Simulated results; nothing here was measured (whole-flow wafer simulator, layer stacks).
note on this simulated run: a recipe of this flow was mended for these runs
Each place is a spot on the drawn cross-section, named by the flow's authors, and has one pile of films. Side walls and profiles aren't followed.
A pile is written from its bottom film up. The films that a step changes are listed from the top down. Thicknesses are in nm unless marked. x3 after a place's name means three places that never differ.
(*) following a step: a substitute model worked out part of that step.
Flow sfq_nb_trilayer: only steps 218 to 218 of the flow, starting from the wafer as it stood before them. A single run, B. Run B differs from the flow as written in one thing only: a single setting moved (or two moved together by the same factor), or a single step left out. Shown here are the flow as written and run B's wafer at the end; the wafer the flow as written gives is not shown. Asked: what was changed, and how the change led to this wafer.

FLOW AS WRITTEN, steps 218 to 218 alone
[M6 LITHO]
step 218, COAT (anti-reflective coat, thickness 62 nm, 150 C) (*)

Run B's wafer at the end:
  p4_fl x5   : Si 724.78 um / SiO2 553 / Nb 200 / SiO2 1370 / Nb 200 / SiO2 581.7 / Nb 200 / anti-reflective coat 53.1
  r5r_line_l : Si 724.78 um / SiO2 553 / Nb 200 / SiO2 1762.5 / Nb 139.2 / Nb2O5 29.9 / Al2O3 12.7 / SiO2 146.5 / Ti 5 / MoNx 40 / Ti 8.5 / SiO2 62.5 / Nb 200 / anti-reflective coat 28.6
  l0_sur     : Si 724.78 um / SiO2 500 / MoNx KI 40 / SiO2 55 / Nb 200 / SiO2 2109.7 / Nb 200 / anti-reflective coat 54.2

Cause: step 218, COAT: thickness 53.1 nm was run, while the flow as written has thickness 62 nm.
One can read it off the wafer: p4_fl x5 has anti-reflective coat 53.1, and step 218 as written asks for 62 nm.

Step by step, how the change led to this:
  step 218, COAT (anti-reflective coat, thickness 62 nm, 150 C) (*)
      p4_fl x5, p4_w1 x9, p3_s0 x9 and 41 more: +53.1 anti-reflective coat (new film) (it would be, as written: +62 anti-reflective coat (new film))
      r5r_line_l, r5r_line_c, r5r_line_r: +28.6 anti-reflective coat (new film) (it would be, as written: +37.1 anti-reflective coat (new film))
      (as well as at 39 more places)
